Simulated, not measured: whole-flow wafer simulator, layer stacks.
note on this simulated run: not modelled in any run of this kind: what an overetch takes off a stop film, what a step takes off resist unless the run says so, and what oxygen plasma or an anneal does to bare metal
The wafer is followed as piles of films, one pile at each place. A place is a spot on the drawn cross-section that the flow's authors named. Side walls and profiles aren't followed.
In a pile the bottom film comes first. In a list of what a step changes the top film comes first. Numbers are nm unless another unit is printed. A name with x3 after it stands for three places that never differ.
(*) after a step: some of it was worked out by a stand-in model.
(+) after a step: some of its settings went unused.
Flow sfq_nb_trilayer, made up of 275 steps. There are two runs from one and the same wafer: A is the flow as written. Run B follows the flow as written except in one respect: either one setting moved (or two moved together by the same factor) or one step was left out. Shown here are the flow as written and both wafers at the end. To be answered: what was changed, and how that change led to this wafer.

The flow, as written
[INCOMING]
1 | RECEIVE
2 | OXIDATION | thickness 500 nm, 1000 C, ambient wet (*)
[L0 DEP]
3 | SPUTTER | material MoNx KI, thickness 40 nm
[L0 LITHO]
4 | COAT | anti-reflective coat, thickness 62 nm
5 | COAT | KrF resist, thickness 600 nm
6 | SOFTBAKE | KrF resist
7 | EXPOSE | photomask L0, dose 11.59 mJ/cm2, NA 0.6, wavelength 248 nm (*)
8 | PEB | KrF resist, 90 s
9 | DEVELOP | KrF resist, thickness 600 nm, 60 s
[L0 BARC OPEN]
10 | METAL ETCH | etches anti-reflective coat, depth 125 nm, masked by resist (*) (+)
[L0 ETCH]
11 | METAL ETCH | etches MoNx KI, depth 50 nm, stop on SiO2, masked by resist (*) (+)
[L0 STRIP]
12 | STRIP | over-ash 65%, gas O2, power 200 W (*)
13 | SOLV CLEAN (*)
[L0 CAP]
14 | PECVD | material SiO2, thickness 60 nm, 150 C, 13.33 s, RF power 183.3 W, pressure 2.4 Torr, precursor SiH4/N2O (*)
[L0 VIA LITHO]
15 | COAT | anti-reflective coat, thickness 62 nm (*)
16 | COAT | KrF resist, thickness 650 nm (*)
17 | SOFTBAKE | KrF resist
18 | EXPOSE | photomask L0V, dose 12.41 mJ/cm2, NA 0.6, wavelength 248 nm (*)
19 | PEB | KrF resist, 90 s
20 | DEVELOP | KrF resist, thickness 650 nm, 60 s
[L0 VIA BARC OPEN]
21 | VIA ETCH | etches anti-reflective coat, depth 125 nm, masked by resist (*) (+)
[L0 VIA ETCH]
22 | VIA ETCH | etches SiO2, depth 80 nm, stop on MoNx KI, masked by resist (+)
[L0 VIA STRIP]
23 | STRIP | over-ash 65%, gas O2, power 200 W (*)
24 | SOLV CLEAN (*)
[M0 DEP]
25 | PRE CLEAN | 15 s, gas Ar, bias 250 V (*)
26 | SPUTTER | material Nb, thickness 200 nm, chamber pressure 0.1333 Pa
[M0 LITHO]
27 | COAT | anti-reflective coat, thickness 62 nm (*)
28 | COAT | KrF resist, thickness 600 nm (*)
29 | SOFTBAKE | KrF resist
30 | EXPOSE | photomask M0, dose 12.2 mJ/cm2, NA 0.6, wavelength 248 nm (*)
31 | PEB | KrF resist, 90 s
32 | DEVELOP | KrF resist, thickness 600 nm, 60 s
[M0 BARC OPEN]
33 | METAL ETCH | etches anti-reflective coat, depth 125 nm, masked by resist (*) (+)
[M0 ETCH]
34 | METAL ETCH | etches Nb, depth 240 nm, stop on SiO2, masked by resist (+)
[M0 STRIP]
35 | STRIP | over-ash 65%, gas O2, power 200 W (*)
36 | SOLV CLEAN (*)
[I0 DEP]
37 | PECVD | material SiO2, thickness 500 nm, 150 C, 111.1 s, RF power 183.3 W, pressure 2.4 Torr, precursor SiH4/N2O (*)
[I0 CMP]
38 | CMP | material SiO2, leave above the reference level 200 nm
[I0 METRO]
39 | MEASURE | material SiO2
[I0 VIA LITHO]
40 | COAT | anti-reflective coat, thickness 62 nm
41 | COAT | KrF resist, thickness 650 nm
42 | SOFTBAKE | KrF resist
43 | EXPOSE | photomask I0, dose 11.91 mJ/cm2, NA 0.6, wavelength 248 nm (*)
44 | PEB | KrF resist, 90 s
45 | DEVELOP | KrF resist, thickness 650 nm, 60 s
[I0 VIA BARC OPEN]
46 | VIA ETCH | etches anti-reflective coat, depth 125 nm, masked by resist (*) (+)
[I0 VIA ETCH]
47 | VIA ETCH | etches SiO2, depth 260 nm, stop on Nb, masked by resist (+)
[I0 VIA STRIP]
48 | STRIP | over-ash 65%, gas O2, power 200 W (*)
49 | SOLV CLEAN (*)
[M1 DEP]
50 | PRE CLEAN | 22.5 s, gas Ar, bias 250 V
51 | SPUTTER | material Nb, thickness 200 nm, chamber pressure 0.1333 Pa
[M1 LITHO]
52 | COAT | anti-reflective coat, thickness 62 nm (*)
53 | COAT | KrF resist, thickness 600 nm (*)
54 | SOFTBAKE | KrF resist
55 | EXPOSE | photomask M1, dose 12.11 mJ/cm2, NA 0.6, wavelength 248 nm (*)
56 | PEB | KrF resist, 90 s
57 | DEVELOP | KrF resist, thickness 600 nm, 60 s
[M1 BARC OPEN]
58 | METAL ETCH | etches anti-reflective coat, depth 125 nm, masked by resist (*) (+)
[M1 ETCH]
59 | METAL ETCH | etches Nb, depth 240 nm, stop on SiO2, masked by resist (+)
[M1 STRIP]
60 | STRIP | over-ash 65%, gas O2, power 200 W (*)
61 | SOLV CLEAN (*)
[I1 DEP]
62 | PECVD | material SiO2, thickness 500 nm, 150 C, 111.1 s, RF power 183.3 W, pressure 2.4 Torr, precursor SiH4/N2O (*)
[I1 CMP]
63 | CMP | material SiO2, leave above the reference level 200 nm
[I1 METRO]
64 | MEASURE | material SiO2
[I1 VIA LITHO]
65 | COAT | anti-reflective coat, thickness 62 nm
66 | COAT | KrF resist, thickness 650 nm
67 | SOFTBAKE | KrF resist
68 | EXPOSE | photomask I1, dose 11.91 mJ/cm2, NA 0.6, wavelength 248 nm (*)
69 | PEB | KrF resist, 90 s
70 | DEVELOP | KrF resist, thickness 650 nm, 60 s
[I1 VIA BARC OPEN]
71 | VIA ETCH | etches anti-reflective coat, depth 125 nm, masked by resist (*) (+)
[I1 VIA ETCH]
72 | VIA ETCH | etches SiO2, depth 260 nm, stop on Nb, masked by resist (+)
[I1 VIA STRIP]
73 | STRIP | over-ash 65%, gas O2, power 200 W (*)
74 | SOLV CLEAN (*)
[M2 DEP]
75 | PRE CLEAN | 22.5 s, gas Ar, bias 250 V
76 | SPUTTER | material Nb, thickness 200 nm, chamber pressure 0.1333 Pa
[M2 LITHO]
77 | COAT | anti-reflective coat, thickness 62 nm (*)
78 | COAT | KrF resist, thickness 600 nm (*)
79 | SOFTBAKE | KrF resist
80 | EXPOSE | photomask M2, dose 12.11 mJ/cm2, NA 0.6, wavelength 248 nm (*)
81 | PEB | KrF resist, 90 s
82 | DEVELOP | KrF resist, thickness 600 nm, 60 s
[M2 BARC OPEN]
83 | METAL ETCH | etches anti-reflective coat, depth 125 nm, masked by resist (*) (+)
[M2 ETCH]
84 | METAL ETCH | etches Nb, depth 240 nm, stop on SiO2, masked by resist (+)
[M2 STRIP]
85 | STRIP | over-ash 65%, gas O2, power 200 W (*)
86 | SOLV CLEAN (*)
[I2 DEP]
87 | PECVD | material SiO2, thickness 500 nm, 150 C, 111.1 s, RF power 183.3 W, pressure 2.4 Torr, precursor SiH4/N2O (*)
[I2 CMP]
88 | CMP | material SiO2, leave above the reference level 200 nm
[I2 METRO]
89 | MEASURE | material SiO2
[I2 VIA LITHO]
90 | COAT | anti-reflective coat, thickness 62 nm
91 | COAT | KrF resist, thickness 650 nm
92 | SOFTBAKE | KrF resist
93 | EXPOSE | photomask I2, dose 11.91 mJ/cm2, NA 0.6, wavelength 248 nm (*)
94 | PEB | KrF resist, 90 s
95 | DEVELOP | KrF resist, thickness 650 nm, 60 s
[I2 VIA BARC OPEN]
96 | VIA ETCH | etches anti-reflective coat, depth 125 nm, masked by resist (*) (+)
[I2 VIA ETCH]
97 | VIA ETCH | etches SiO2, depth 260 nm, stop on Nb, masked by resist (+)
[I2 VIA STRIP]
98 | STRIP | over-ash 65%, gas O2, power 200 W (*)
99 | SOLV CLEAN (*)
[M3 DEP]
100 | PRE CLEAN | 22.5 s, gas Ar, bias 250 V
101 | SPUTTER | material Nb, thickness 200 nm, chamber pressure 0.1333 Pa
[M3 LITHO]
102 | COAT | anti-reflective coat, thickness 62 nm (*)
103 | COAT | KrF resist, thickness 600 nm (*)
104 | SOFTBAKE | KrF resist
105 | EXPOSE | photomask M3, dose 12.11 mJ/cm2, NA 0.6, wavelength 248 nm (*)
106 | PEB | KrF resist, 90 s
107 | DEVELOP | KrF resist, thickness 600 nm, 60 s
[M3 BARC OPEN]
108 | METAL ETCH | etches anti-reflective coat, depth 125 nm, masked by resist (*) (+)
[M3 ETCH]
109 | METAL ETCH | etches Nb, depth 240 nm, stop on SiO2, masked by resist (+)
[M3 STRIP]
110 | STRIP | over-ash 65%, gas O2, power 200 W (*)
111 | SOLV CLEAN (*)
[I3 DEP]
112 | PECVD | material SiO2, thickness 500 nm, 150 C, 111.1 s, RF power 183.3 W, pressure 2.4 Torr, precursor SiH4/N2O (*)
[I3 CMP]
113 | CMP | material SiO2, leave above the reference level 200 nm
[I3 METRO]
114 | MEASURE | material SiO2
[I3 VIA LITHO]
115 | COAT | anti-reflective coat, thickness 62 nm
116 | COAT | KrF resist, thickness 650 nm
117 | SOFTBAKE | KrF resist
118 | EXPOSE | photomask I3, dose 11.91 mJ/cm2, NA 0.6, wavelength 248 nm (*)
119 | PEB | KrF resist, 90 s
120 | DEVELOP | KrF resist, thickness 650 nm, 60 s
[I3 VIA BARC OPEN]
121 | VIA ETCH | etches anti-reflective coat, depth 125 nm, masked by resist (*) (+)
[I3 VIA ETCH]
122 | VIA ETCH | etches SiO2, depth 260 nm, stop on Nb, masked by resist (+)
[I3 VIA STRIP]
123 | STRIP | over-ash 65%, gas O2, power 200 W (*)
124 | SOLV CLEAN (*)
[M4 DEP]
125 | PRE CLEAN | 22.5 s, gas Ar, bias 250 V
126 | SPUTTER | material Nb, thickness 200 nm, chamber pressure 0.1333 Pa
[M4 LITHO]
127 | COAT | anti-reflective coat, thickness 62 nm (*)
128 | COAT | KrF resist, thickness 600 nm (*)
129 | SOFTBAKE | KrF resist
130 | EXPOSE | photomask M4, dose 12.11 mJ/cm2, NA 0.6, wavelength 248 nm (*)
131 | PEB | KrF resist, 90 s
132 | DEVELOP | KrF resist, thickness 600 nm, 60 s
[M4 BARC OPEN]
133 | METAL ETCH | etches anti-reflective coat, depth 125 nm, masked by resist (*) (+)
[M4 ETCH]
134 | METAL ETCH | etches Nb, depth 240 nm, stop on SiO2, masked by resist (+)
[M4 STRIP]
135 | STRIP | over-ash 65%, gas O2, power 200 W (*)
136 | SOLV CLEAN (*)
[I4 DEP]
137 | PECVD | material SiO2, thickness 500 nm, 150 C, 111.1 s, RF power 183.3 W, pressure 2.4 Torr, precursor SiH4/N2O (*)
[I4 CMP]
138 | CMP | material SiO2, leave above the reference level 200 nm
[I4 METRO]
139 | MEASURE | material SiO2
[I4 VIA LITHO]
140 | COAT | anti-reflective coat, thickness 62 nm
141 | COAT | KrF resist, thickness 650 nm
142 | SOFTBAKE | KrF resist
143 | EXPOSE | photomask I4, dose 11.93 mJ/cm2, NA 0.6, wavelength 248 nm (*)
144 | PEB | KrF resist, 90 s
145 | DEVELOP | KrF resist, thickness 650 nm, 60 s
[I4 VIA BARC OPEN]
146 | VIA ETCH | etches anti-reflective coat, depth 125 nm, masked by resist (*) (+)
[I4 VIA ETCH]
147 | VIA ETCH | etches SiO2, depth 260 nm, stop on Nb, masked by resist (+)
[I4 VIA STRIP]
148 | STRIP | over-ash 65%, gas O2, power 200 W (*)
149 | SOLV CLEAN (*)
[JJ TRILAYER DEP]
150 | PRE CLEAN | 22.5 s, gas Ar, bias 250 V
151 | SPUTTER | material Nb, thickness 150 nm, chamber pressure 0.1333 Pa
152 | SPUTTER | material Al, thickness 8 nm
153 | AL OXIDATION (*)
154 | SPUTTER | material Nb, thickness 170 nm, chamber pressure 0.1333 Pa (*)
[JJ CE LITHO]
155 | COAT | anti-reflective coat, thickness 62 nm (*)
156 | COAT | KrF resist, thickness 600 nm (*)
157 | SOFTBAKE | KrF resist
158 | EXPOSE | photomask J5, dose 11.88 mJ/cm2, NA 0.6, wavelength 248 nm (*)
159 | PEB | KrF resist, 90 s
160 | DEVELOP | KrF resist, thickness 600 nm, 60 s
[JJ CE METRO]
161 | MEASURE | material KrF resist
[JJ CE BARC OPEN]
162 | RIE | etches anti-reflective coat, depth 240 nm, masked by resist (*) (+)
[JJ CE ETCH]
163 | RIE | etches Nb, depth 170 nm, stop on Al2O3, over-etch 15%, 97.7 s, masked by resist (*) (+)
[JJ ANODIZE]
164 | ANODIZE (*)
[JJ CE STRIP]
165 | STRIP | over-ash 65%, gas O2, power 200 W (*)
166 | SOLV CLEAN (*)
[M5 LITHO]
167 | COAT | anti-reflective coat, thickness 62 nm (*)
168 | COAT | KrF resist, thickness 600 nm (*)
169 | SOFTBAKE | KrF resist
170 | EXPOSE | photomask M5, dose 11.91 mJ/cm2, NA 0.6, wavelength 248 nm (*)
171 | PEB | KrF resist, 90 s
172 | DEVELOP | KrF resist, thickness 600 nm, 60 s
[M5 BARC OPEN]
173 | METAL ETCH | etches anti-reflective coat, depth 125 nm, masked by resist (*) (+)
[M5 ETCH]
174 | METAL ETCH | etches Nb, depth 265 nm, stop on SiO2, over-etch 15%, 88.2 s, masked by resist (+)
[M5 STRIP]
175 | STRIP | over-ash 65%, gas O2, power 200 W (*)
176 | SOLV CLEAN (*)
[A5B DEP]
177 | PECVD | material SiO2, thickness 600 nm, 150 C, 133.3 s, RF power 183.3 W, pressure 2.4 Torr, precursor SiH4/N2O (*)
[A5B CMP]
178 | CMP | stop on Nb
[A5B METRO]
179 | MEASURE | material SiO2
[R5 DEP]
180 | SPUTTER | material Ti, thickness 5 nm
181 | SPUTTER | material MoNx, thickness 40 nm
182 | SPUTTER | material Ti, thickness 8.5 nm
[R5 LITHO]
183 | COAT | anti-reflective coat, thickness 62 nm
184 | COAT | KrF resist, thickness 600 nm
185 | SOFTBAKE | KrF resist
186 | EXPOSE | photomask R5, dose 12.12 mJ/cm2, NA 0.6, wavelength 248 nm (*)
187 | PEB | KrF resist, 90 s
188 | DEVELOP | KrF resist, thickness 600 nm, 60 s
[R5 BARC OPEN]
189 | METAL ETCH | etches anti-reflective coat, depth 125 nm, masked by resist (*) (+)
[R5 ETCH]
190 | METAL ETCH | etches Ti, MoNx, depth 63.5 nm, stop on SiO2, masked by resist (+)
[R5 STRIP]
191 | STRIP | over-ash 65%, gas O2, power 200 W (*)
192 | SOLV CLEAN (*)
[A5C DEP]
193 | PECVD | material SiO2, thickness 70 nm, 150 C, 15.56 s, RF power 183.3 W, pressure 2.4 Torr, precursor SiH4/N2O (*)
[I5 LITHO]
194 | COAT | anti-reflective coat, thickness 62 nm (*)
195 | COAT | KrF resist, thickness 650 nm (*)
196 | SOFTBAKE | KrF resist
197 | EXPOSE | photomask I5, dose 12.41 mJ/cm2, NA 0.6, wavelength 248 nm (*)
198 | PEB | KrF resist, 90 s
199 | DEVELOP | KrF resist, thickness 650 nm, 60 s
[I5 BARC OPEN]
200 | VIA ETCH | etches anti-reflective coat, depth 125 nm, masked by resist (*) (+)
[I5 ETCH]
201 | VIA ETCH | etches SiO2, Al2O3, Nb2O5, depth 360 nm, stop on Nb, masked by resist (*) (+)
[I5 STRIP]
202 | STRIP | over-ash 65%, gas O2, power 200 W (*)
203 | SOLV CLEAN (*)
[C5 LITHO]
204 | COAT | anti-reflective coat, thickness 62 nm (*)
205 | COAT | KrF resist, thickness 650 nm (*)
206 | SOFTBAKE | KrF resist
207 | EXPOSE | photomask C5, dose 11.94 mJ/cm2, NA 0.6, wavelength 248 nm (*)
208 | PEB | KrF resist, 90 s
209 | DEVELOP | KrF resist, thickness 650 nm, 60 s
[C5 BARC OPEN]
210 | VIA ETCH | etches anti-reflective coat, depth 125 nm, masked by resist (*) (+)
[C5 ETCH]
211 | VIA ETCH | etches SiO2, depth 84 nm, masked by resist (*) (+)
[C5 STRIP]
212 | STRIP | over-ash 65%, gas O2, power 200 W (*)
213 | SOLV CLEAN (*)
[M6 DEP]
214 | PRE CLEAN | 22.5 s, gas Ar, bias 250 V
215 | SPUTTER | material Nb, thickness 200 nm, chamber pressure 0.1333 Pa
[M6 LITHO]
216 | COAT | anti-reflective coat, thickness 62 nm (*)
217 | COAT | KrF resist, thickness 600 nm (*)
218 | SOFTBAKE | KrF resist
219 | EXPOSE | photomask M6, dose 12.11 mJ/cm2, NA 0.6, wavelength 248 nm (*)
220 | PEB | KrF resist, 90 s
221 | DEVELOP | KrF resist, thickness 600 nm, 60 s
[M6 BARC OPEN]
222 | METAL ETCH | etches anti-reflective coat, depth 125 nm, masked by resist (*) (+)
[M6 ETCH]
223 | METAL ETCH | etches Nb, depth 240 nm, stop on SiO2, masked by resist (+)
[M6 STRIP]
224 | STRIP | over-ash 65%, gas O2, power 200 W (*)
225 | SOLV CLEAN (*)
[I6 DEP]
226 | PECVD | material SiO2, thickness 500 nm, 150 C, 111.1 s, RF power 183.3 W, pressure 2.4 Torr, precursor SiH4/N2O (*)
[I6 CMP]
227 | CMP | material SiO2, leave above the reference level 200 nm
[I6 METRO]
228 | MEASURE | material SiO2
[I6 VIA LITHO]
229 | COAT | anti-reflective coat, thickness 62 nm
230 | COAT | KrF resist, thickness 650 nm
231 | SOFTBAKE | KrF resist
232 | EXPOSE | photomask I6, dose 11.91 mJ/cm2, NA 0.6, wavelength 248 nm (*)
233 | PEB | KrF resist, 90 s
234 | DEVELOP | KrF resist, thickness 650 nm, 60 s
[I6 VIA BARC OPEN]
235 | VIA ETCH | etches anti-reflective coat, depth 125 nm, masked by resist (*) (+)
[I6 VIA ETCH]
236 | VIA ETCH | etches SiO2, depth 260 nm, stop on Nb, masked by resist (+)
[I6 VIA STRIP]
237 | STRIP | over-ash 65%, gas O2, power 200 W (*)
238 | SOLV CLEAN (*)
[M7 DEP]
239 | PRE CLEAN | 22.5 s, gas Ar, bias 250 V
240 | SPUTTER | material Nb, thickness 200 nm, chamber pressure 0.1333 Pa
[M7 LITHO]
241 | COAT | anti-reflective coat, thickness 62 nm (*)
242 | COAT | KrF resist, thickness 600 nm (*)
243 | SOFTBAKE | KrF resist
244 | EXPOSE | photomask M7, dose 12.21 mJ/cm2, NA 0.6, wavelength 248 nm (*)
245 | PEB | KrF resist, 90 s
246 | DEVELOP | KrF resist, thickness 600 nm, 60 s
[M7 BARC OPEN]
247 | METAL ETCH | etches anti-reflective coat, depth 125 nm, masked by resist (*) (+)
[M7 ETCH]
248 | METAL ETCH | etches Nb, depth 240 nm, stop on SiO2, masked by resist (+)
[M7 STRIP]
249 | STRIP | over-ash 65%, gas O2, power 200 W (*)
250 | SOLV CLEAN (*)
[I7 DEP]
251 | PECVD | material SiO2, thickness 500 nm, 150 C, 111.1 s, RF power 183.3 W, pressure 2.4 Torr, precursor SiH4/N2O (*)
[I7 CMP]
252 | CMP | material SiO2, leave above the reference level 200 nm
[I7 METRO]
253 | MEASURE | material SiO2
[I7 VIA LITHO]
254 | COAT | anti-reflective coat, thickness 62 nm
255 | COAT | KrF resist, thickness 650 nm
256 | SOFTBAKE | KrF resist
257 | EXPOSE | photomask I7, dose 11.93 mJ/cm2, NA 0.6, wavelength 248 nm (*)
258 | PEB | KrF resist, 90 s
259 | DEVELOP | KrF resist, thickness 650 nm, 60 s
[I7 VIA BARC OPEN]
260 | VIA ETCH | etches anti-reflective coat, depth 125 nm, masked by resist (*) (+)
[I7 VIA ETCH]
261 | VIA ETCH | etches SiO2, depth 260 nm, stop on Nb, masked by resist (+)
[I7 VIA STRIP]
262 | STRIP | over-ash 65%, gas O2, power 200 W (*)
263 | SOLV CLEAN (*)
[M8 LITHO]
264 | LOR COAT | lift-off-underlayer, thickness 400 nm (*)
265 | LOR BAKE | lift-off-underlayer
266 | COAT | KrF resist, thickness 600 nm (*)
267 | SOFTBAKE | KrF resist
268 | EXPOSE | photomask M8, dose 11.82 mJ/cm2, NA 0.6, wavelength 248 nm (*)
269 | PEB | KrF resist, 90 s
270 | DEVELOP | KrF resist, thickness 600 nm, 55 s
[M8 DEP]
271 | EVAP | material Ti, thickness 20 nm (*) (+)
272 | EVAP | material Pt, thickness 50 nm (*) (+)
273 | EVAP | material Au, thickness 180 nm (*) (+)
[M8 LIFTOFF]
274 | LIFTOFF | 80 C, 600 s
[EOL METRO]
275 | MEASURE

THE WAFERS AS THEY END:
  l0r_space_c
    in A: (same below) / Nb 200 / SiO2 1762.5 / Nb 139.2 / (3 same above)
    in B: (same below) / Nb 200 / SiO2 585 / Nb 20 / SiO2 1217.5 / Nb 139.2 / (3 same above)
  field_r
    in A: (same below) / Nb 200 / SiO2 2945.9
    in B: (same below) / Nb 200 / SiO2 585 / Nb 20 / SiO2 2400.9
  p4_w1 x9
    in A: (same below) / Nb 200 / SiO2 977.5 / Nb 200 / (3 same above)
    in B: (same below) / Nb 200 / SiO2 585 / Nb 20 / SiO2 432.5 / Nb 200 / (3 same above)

Cause: step 76, SPUTTER: thickness 260 nm was run, though the flow has thickness 200 nm.

How this came from the change, step by step:
  76 | SPUTTER | material Nb, thickness 200 nm, chamber pressure 0.1333 Pa
      field_l, v_sur, via_wl and 102 more: A +200 Nb (new film) | B +260 Nb (new film)
      via_v: A +174.5 Nb | B +227.6 Nb
  84 | METAL ETCH | etches Nb, depth 240 nm, stop on SiO2, masked by resist (+)
      field_l, be, be_sur and 81 more: A -200 Nb (all of it) | B -240 Nb
  87 | PECVD | material SiO2, thickness 500 nm, 150 C, 111.1 s, RF power 183.3 W, pressure 2.4 Torr, precursor SiH4/N2O (*)
      field_l, be, be_sur and 81 more: A +500 SiO2 | B +500 SiO2 (new film)
      via_v: A +606 SiO2 (new film) | B +588.4 SiO2 (new film)
  88 | CMP | material SiO2, leave above the reference level 200 nm
      field_l, be, be_sur and 81 more: A -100 SiO2 | B -60 SiO2
      via_v: A -181.6 SiO2 | B -157.1 SiO2
Taking metal films that touch as one body, l0r_space_c has 3 bodies (between them, from the top down: SiO2 1217.5; SiO2 585); the flow as written gives 2 bodies (between them, from the top down: SiO2 1762.5).
Taking metal films that touch as one body, field_r has 2 bodies (between them, from the top down: SiO2 585); the flow as written gives 1 body.
Taking metal films that touch as one body, p4_w1 x9 has 4 bodies (between them, from the top down: SiO2 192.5; SiO2 432.5; SiO2 585); the flow as written gives 3 bodies (between them, from the top down: SiO2 192.5; SiO2 977.5).
